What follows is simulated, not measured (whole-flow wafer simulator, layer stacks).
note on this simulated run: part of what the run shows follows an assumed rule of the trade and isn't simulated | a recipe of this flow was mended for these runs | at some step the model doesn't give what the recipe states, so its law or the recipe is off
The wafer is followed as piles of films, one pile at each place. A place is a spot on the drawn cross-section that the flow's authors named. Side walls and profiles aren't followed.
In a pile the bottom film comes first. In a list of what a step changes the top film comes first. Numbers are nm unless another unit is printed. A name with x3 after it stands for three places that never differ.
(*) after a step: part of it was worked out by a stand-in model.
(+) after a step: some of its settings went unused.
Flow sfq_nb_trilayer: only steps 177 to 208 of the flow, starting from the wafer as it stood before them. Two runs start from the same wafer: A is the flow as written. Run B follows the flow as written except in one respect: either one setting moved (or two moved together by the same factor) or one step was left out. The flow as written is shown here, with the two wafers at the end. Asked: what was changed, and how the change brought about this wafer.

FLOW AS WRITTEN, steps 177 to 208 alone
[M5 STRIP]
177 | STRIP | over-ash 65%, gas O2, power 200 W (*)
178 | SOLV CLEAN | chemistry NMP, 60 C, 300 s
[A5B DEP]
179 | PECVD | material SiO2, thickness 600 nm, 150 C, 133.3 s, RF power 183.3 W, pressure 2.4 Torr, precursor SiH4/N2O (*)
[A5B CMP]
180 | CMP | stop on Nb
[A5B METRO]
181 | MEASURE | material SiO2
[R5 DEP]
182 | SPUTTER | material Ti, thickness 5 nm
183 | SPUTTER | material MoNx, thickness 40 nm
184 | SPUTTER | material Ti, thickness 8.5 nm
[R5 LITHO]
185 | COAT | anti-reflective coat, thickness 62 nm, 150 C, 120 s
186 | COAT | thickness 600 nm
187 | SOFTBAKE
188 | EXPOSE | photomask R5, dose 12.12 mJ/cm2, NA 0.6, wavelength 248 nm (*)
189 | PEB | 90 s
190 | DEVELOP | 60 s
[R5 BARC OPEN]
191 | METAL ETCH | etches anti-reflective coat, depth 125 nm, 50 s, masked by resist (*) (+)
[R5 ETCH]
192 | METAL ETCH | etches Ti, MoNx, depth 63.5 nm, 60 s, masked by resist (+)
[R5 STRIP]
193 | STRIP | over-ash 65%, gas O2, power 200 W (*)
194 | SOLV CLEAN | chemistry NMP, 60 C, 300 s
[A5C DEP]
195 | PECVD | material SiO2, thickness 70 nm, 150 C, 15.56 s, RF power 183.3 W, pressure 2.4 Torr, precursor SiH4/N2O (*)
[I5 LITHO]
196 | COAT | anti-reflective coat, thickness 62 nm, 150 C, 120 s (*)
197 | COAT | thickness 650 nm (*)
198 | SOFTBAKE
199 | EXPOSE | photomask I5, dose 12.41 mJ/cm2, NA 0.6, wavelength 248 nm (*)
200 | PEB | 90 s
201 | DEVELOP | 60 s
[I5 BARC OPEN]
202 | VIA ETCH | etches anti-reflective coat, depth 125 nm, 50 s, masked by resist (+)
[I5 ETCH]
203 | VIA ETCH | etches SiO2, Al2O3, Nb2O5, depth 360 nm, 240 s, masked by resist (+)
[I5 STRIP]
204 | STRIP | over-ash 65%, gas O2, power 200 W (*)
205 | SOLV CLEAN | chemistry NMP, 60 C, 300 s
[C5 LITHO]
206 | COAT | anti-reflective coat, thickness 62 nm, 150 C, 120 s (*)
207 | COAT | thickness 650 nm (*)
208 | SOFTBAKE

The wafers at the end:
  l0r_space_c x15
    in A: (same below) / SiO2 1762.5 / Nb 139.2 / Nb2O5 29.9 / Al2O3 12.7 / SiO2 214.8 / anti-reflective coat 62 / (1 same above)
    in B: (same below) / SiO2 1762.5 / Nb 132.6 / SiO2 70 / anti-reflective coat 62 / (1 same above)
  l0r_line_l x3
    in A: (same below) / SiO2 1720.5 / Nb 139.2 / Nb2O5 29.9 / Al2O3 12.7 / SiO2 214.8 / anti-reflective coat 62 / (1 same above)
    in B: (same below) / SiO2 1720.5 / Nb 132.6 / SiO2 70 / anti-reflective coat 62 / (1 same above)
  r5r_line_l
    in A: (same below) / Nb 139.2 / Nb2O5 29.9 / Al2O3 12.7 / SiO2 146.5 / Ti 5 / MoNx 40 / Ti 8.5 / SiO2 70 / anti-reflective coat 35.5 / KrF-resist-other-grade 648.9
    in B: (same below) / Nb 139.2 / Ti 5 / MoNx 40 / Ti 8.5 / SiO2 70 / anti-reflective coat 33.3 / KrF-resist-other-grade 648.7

What caused this: step 179, PECVD: material SiO2, thickness 600 nm, 150 C, 133.3 s, RF power 183.3 W, pressure 2.4 Torr, precursor SiH4/N2O (*), was omitted.

Step by step, how the change led to this:
  180 | CMP | stop on Nb
      v_sur, via_sp, via_v and 43 more: A SiO2 loses 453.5 | B Al2O3 loses 12.7 (all of it), Nb2O5 loses 29.9 (all of it)
      lsp_m, ln_m6, p4_fl and 23 more: A SiO2 loses 263.3 | B SiO2 loses 184.2 (all of it)
      (and at 34 other places as well)
  182 | SPUTTER | material Ti, thickness 5 nm
      via_wl, via_wr: A Ti gains 5 (new film) | B Ti gains 3.27 (new film)
      r_sur: A Ti gains 5 (new film) | B Ti gains 3.65 (new film)
      (and at 1 other place as well)
  183 | SPUTTER | material MoNx, thickness 40 nm
      lsp_m, ln_m6, lsp_r, l0_sur, l0v: A MoNx gains 40 (new film) | B MoNx gains 37.6 (new film)
      res, r_end, moat, field_r: A MoNx gains 40 (new film) | B MoNx gains 39 (new film)
      (and at 5 other places as well)
  184 | SPUTTER | material Ti, thickness 8.5 nm
      lsp_m, ln_m6, lsp_r, l0_sur, l0v: A Ti gains 8.5 (new film) | B Ti gains 7.92 (new film)
      via_wl, via_wr: A Ti gains 8.5 (new film) | B Ti gains 5.37 (new film)
      (and at 3 other places as well)
  185 | COAT | anti-reflective coat, thickness 62 nm, 150 C, 120 s
      jj_sur, sp_r: A anti-reflective coat gains 62 (new film) | B anti-reflective coat gains 85.6 (new film)
      ln_m6, wl_j_sr: A anti-reflective coat gains 62 (new film) | B anti-reflective coat gains 38 (new film)
      (and at 68 other places as well)
  186 | COAT | thickness 600 nm
      ce_r, wl_e_m5: A KrF-resist-other-grade gains 600 (new film) | B KrF-resist-other-grade gains 413.2 (new film)
      r_sur, wl_f_m6: A KrF-resist-other-grade gains 600 (new film) | B KrF-resist-other-grade gains 619.7 (new film)
      (and at 61 other places as well)
  190 | DEVELOP | 60 s
      ce_r, wl_e_m5: A KrF-resist-other-grade loses 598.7 (all of it) | B KrF-resist-other-grade loses 412.4 (all of it)
      m5r_space_l, m5r_space_r: A KrF-resist-other-grade loses 598.7 (all of it) | B KrF-resist-other-grade loses 705.2 (all of it)
      (and at 57 other places as well)
  191 | METAL ETCH | etches anti-reflective coat, depth 125 nm, 50 s, masked by resist (*) (+)
      via_wl, via_wr: A anti-reflective coat loses 62 (all of it) | B anti-reflective coat loses 125
      jj_sur, sp_r: A anti-reflective coat loses 62 (all of it) | B anti-reflective coat loses 85.6 (all of it)
      (and at 64 other places as well)
  192 | METAL ETCH | etches Ti, MoNx, depth 63.5 nm, 60 s, masked by resist (+)
      v_sur, via_sp, via_v and 63 more: A Ti loses 8.5 (all of it), MoNx loses 40 (all of it), Ti loses 5 (all of it), SiO2 loses 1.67 | B Ti loses 8.5 (all of it), MoNx loses 40 (all of it), Ti loses 5 (all of it), Nb loses 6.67
      lsp_m, ln_m6: A Ti loses 8.5 (all of it), MoNx loses 40 (all of it), Ti loses 5 (all of it), SiO2 loses 1.67 | B Ti loses 7.92 (all of it), MoNx loses 37.6 (all of it), Ti loses 4.66 (all of it), Nb loses 8.9
      (and at 9 other places as well)
  193 | STRIP | over-ash 65%, gas O2, power 200 W (*)
      be_r: A KrF-resist-other-grade loses 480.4 (all of it), anti-reflective coat loses 62 (all of it) | B KrF-resist-other-grade loses 395.6 (all of it), anti-reflective coat loses 17.3 (all of it)
      r_sur: A KrF-resist-other-grade loses 480.4 (all of it), anti-reflective coat loses 62 (all of it) | B KrF-resist-other-grade loses 500.1 (all of it), anti-reflective coat loses 187.5 (all of it)
      (and at 2 other places as well)
  195 | PECVD | material SiO2, thickness 70 nm, 150 C, 15.56 s, RF power 183.3 W, pressure 2.4 Torr, precursor SiH4/N2O (*)
      v_sur, via_sp, via_v and 62 more: A SiO2 gains 70 | B SiO2 gains 70 (new film)
      via_wl, via_wr: A SiO2 gains 70 | B SiO2 gains 67.3 (new film)
      (and at 4 other places as well)
  196 | COAT | anti-reflective coat, thickness 62 nm, 150 C, 120 s (*)
      p3_l3, p3_l5, p3_fr: A anti-reflective coat gains 62 (new film) | B anti-reflective coat gains 67.4 (new film)
      r5r_line_l, r5r_line_c, r5r_line_r: A anti-reflective coat gains 35.5 (new film) | B anti-reflective coat gains 33.3 (new film)
      (and at 74 other places as well)
  197 | COAT | thickness 650 nm (*)
      wl_c_sl, wl_f_sr: A KrF-resist-other-grade gains 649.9 (new film) | B KrF-resist-other-grade gains 696.4 (new film)
      m5r_line_l, m5r_line_r: A KrF-resist-other-grade gains 650 (new film) | B KrF-resist-other-grade gains 527.8 (new film)
      (and at 61 other places as well)
  200 | PEB | 90 s
      wl_jj: A KrF-resist-other-grade loses 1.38 | B KrF-resist-other-grade loses 0.87
  201 | DEVELOP | 60 s
      be: A KrF-resist-other-grade loses 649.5 (all of it) | B KrF-resist-other-grade loses 585 (all of it)
  202 | VIA ETCH | etches anti-reflective coat, depth 125 nm, 50 s, masked by resist (+)
      be: A anti-reflective coat loses 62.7 (all of it), SiO2 loses 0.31 | B anti-reflective coat loses 46.7 (all of it), SiO2 loses 0.39
  ... another 3 steps ...
  207 | COAT | thickness 650 nm (*)
      wl_c_sl, wl_f_sr: A KrF-resist-other-grade gains 649.9 (new film) | B KrF-resist-other-grade gains 696.4 (new film)
      m5r_line_l, m5r_line_r: A KrF-resist-other-grade gains 650 (new film) | B KrF-resist-other-grade gains 527.8 (new film)
      (and at 61 other places as well)
With metal films that touch counted as one body, r5r_line_l has 2 bodies (between them, from the top down: SiO2 1762.5); the flow as written gives 3 bodies (between them, from the top down: SiO2 146.5 / Al2O3 12.7 / Nb2O5 29.9; SiO2 1762.5).
